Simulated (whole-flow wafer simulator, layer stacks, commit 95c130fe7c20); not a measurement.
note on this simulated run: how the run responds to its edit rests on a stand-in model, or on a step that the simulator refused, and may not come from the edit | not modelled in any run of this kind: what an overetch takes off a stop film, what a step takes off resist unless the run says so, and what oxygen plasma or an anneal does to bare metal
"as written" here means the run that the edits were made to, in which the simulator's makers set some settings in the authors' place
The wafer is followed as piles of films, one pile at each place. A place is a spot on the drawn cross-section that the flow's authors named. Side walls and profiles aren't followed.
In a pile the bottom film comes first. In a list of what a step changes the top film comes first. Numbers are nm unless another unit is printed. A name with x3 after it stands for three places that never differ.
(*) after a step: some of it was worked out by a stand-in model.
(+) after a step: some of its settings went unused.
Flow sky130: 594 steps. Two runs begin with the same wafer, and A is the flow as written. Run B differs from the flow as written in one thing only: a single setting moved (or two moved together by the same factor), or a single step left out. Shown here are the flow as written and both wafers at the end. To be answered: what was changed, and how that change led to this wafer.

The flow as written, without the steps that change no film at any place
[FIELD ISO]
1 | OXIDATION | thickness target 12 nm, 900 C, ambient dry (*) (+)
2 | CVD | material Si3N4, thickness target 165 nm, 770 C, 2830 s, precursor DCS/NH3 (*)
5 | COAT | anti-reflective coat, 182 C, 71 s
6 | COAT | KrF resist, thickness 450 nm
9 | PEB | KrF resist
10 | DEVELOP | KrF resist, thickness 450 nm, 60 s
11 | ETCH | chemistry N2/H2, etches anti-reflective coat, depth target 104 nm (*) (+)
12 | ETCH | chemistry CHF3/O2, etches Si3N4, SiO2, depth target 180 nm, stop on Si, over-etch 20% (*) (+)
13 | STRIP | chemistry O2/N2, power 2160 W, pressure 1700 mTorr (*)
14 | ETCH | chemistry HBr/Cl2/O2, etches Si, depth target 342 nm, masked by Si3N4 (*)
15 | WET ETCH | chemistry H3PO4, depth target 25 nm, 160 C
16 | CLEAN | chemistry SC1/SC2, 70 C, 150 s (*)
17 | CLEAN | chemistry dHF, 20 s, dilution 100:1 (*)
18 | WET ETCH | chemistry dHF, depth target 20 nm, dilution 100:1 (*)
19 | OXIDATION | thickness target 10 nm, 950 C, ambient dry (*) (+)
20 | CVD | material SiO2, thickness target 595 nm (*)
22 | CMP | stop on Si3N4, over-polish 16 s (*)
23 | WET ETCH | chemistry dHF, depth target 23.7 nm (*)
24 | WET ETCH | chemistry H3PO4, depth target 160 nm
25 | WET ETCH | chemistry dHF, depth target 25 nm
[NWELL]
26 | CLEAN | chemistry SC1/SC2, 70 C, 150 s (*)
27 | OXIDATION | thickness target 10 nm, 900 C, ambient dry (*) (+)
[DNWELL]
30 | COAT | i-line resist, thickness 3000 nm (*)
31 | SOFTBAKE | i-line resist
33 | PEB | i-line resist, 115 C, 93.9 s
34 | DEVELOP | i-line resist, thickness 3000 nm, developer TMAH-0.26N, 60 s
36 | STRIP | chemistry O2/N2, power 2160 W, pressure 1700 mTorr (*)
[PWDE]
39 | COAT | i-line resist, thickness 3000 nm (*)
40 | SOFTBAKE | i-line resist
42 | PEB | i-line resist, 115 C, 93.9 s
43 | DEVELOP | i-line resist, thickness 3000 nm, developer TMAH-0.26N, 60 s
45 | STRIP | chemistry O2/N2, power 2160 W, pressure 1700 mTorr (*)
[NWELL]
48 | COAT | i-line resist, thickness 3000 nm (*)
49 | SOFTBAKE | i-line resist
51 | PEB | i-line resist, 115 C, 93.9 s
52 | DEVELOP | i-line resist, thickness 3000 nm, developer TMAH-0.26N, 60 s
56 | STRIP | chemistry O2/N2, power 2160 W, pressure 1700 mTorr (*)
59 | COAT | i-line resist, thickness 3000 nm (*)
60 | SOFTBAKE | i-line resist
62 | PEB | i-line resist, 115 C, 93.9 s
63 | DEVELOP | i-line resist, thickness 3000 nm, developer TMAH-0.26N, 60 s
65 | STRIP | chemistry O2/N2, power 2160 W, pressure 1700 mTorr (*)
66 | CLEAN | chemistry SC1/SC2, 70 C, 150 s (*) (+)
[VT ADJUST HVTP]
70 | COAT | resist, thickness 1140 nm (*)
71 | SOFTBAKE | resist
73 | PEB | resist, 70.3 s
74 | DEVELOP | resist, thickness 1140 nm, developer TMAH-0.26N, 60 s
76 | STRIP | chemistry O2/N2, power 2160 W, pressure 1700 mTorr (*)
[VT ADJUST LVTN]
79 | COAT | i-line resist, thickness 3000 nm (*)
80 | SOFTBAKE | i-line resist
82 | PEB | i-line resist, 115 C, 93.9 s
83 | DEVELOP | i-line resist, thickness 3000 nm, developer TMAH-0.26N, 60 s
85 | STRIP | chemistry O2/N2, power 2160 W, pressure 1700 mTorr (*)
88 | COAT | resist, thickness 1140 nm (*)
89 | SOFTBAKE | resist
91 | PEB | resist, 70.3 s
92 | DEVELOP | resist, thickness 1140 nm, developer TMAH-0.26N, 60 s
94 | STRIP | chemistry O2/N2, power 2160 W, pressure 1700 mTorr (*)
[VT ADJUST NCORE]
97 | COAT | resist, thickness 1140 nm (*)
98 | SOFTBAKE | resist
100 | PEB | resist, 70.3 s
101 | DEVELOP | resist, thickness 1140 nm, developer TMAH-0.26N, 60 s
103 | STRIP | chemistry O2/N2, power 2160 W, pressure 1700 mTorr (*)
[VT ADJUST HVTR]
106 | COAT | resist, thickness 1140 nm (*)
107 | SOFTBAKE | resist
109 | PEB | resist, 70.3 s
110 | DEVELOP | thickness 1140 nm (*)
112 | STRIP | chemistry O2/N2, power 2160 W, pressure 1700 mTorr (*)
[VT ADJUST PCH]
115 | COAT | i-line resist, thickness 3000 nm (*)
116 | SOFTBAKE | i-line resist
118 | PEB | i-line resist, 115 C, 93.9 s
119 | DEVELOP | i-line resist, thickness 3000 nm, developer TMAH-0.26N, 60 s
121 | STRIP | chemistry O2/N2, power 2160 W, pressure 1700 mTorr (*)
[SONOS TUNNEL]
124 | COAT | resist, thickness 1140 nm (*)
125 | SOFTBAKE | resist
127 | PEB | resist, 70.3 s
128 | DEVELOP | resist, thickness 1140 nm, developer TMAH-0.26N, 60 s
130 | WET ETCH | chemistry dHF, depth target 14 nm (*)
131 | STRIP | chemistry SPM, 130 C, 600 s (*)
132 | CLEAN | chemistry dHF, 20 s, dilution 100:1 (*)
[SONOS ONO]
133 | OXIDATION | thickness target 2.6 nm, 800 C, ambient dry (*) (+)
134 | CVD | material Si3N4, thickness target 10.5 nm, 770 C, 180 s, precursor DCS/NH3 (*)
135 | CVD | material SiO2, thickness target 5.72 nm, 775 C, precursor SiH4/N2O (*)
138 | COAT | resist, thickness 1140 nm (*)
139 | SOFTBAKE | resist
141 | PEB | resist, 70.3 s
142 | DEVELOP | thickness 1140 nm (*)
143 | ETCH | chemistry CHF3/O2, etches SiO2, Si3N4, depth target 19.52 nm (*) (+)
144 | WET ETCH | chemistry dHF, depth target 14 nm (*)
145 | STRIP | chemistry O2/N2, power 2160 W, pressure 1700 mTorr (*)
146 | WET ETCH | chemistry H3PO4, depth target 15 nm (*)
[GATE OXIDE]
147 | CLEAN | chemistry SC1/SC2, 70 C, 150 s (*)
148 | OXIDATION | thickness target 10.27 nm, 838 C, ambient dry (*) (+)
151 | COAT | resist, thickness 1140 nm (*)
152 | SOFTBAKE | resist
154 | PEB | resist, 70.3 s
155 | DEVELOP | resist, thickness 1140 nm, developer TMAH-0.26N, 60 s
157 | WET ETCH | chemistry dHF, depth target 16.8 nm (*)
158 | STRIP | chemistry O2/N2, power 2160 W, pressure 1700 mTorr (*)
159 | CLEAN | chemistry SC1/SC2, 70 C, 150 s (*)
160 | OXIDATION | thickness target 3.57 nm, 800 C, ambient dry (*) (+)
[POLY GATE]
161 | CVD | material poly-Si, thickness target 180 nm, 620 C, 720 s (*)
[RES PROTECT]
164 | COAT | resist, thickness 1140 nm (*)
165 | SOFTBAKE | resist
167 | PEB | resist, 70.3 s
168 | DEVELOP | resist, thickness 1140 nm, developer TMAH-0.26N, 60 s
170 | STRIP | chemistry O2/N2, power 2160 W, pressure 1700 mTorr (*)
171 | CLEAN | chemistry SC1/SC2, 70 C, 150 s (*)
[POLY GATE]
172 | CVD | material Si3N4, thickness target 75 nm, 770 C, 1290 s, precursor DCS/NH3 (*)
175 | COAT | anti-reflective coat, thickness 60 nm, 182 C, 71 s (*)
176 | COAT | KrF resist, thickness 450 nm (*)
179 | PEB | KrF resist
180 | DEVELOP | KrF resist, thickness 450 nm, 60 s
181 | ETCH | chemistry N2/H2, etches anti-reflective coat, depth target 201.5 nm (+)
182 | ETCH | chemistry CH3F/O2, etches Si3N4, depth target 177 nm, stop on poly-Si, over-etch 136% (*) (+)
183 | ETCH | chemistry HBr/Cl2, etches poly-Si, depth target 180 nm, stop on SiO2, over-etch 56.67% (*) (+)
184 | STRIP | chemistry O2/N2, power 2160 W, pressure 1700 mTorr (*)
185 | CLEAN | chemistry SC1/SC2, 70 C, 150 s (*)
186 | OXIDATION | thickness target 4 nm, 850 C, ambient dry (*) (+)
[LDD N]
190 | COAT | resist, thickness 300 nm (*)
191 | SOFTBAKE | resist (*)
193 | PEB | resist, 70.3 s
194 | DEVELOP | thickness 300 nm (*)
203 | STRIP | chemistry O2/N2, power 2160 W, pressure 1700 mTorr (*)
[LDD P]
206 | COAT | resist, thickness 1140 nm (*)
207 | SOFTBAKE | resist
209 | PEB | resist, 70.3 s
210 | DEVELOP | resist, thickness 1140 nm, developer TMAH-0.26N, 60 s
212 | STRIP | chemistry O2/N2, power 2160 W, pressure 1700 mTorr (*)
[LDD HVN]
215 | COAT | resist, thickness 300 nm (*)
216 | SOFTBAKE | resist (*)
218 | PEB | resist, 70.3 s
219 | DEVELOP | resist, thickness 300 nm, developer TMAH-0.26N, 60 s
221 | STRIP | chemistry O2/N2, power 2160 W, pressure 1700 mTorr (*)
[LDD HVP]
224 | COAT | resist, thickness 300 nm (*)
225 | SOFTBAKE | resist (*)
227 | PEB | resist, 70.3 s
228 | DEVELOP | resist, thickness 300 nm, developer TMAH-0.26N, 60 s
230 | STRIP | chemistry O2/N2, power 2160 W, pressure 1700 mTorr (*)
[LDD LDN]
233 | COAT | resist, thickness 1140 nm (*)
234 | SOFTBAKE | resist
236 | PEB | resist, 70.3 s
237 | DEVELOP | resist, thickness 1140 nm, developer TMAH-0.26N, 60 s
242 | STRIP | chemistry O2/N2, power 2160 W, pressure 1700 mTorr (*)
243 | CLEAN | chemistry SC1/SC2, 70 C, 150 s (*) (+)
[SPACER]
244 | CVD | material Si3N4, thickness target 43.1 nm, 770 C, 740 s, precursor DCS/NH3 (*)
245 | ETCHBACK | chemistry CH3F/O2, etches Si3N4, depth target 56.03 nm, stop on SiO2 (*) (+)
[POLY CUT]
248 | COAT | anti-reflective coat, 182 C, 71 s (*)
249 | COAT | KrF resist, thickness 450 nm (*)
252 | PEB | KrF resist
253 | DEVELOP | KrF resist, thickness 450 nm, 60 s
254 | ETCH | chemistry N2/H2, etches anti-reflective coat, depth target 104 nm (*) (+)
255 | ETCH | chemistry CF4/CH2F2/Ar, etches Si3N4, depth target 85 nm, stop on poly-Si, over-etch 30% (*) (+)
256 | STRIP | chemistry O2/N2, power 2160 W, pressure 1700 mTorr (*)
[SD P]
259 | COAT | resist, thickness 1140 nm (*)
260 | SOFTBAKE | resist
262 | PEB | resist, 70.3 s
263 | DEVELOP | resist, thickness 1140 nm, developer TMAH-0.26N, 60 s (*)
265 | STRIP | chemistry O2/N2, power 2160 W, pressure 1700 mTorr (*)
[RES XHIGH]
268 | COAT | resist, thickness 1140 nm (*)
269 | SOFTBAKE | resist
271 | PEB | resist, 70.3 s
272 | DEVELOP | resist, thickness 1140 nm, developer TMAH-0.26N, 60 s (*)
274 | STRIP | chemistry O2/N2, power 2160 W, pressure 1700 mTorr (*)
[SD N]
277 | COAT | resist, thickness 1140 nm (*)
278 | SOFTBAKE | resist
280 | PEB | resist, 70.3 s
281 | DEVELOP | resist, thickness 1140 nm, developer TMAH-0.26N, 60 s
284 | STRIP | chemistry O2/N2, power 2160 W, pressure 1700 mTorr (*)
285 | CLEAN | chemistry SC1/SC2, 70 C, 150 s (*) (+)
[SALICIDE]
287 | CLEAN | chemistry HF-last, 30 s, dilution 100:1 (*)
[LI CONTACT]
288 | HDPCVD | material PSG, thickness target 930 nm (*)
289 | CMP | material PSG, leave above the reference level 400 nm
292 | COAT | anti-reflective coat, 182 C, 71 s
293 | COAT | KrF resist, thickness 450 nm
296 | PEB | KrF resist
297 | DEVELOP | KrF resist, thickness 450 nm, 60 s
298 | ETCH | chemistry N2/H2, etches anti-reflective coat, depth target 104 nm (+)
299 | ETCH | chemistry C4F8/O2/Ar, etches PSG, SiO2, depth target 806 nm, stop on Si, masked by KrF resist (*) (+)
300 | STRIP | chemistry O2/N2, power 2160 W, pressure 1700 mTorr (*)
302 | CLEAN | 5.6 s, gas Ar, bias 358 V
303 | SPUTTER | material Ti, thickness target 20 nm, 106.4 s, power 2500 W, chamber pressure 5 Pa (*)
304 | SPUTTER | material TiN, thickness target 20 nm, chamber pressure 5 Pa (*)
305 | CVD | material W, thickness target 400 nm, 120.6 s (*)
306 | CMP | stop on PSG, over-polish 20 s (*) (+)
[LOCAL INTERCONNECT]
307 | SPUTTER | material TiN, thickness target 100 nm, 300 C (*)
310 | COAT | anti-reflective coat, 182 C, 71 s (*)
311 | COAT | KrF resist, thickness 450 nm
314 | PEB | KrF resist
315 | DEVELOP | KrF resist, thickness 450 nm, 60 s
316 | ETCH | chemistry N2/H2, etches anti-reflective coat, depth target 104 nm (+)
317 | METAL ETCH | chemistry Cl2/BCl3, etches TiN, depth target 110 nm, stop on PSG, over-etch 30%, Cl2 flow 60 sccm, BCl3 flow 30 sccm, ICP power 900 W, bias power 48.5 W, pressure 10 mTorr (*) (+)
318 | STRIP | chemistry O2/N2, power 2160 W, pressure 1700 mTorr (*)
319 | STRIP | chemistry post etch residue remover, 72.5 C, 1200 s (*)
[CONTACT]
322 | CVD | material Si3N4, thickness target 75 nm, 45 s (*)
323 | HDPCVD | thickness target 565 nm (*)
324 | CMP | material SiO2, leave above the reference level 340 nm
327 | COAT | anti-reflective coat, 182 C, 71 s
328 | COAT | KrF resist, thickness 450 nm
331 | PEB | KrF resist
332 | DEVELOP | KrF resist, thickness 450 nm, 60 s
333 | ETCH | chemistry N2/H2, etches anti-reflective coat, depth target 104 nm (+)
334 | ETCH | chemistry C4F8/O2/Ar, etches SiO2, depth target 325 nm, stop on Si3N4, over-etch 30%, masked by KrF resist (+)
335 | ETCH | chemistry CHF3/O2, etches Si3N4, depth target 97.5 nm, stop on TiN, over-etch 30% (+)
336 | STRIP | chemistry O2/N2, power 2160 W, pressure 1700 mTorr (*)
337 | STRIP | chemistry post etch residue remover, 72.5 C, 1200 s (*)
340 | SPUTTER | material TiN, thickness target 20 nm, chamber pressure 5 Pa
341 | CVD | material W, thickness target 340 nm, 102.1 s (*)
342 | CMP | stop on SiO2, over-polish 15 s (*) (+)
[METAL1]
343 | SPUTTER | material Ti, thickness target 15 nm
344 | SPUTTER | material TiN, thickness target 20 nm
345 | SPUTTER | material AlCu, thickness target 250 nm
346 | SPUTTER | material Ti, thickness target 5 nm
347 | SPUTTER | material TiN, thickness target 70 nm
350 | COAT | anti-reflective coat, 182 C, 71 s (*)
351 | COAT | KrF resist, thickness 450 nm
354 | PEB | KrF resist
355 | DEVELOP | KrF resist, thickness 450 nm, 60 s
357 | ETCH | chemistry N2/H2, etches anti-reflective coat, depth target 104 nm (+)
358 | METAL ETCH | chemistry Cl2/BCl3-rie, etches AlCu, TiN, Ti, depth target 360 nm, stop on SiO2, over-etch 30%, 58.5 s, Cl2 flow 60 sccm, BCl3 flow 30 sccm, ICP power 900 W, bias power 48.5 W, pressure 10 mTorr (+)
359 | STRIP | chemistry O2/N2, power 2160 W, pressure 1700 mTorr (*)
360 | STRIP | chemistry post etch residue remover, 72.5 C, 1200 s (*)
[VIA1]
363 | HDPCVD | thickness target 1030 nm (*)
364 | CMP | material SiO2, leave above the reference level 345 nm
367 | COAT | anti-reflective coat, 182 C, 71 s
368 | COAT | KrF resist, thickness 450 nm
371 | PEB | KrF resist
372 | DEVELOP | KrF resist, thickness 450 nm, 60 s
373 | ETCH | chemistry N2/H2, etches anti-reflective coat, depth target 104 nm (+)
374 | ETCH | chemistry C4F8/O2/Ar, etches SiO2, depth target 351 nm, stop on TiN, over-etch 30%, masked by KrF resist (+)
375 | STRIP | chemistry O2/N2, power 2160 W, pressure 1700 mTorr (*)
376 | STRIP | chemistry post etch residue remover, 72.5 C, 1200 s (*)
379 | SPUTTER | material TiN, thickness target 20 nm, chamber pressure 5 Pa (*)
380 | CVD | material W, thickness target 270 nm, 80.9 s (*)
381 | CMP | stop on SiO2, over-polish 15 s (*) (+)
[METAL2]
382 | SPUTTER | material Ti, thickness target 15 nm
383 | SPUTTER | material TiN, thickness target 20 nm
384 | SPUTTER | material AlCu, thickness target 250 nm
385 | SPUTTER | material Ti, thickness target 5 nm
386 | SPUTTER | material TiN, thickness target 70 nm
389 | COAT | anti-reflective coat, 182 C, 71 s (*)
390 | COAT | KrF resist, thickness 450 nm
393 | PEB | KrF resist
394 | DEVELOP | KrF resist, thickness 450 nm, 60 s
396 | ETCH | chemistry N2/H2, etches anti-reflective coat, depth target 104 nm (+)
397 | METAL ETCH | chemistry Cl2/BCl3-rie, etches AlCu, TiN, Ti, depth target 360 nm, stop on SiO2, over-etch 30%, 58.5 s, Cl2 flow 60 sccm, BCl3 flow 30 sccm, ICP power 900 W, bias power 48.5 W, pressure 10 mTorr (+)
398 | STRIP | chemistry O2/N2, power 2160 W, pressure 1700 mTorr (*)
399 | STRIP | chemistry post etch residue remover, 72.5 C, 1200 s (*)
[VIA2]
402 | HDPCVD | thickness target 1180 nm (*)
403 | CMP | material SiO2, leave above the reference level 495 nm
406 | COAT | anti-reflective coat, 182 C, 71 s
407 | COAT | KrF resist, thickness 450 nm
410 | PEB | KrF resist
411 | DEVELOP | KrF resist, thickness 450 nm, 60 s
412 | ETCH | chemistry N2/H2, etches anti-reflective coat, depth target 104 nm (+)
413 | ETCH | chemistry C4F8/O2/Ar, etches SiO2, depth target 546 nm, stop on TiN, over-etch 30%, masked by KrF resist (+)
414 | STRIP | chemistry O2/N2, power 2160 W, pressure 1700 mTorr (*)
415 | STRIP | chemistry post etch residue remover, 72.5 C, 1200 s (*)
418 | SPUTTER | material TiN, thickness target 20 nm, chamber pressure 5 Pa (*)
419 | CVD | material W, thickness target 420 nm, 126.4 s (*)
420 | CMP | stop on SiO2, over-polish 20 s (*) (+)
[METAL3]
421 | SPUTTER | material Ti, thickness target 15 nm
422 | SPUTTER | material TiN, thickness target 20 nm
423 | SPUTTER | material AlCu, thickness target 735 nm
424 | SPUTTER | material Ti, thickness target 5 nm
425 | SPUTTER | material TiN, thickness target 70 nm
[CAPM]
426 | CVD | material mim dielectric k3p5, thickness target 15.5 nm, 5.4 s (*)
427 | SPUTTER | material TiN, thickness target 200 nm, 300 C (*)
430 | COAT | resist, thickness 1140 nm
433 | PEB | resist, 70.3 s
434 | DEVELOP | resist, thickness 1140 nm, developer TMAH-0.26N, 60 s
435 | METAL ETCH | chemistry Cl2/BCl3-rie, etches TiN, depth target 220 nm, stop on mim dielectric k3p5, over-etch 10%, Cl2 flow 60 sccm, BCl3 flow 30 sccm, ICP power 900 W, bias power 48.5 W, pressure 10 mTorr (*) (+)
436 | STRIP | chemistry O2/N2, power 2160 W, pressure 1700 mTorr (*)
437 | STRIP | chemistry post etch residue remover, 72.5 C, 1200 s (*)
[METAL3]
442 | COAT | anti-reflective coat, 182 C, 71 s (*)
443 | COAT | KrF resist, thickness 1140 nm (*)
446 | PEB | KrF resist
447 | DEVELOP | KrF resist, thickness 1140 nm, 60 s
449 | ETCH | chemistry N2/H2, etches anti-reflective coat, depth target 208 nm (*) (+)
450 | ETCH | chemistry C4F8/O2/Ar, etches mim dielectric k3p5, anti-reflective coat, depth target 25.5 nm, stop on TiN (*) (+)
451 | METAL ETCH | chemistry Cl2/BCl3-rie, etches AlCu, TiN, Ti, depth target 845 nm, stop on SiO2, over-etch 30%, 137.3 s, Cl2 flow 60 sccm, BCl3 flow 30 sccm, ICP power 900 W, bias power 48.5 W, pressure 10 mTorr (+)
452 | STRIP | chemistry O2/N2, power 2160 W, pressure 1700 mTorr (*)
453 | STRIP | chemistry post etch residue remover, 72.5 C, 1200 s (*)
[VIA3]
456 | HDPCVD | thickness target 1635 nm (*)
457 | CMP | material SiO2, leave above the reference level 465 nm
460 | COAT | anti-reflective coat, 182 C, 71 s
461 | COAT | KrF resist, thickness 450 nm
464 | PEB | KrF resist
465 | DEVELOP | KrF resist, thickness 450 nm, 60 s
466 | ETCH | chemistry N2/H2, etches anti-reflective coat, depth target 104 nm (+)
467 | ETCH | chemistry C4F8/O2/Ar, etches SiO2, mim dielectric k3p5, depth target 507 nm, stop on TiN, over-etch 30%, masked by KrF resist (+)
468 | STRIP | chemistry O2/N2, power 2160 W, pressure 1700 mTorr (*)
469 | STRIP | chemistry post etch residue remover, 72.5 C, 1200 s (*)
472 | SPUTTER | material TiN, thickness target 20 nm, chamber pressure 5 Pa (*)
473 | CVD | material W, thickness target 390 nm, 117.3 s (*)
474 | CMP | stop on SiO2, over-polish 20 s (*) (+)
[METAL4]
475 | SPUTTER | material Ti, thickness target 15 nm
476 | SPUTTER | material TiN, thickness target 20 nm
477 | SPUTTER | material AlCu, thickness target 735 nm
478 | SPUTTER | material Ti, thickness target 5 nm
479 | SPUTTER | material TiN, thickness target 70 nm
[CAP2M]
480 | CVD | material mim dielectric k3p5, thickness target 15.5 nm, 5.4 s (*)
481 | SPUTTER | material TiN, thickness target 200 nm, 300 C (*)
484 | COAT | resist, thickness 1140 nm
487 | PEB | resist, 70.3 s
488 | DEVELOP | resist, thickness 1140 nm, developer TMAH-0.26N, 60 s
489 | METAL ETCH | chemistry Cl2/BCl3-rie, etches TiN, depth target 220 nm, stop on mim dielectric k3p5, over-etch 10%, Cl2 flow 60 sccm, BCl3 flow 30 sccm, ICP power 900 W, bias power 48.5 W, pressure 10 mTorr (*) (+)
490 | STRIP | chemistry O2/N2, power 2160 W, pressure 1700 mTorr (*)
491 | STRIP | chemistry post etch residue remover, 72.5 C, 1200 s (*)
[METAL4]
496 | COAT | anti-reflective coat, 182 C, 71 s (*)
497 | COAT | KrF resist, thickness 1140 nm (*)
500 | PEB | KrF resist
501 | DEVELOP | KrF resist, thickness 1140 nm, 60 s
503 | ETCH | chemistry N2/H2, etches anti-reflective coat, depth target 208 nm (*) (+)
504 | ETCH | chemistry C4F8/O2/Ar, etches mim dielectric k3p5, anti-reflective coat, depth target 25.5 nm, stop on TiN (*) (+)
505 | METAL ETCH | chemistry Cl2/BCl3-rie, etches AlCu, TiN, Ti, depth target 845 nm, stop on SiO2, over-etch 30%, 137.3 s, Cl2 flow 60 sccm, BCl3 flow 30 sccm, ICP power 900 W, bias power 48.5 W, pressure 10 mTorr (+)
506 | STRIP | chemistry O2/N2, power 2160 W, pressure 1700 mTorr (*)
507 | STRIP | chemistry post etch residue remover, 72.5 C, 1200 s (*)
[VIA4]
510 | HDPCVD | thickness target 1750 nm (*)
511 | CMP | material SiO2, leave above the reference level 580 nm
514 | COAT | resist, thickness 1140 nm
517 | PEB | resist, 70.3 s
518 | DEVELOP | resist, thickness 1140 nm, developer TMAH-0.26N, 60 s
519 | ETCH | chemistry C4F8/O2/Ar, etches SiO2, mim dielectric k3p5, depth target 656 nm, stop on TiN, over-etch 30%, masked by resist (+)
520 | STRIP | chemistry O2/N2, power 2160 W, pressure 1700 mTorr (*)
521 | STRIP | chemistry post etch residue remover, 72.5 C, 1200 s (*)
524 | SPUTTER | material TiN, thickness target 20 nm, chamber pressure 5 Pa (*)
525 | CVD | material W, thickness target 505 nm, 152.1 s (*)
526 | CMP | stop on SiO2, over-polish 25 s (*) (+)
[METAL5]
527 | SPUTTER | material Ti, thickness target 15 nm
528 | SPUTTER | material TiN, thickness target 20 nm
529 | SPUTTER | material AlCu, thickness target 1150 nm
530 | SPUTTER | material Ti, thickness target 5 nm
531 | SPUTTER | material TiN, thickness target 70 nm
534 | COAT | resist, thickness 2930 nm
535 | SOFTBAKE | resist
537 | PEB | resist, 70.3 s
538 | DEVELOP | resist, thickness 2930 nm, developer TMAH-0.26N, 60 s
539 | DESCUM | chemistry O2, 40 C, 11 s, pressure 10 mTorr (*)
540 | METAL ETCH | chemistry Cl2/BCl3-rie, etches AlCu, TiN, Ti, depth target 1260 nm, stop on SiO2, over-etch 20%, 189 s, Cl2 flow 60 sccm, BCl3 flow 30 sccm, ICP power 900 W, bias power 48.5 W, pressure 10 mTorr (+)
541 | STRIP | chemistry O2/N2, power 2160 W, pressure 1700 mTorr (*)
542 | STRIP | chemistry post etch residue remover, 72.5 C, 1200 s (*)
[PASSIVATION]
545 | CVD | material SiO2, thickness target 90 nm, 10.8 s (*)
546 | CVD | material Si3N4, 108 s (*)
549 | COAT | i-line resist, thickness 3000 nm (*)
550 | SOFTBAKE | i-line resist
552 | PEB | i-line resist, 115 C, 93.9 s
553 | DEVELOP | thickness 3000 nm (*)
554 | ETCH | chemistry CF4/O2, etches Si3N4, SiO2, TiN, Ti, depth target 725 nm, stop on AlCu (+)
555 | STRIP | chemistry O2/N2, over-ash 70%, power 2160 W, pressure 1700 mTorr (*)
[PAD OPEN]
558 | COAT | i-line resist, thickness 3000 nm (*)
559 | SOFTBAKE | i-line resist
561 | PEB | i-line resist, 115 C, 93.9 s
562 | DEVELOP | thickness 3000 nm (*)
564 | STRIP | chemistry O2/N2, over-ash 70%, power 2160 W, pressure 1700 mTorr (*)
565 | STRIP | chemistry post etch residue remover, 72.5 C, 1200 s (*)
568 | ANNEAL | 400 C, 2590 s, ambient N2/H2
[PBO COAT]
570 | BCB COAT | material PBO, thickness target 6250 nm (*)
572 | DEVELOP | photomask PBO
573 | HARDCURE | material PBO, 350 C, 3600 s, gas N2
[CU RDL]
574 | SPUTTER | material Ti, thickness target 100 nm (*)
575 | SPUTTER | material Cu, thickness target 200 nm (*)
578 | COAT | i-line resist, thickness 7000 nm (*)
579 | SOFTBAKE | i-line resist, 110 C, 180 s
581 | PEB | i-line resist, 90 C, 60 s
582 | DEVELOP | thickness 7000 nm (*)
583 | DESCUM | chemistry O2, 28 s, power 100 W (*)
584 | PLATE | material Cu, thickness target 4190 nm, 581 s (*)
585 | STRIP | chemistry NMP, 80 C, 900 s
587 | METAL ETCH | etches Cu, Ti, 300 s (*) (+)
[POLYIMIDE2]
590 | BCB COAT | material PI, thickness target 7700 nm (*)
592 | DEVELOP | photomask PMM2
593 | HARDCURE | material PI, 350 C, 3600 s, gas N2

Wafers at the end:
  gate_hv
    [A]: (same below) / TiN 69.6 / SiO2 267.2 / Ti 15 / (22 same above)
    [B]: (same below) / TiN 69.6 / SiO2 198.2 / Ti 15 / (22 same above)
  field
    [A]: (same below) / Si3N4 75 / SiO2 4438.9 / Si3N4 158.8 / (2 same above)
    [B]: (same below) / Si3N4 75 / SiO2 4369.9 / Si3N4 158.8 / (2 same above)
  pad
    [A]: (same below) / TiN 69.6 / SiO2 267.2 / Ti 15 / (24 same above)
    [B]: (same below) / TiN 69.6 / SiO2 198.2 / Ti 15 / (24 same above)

What caused this: step 364, CMP: leave above the reference level 276 nm was run, though the flow has leave above the reference level 345 nm.

How this came from the change, step by step:
  364 | CMP | material SiO2, leave above the reference level 345 nm
      n_well, p_well, gate_hv and 100 more: A SiO2 loses 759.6 | B SiO2 loses 828.6
      field, active, gate and 81 more: A SiO2 loses 389.1 | B SiO2 loses 458.1
      (as well as at 4 more places)
  374 | ETCH | chemistry C4F8/O2/Ar, etches SiO2, depth target 351 nm, stop on TiN, over-etch 30%, masked by KrF resist (+)
      field, active, n_well and 186 more: A KrF resist loses 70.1 | B KrF resist loses 52.2
      m1, via1_hole: A SiO2 loses 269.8 (all of it) | B SiO2 loses 200.8 (all of it)
  375 | STRIP | chemistry O2/N2, power 2160 W, pressure 1700 mTorr (*)
      field, active, n_well and 186 more: A KrF resist loses 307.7 (all of it), anti-reflective coat loses 80 (all of it) | B KrF resist loses 325.6 (all of it), anti-reflective coat loses 80 (all of it)
  379 | SPUTTER | material TiN, thickness target 20 nm, chamber pressure 5 Pa (*)
      m1: A TiN gains 11 | B TiN gains 12.4
      via1_hole: A TiN gains 10.9 | B TiN gains 12.3
  380 | CVD | material W, thickness target 270 nm, 80.9 s (*)
      m1, via1_hole: A W gains 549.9 (new film) | B W gains 479.5 (new film)
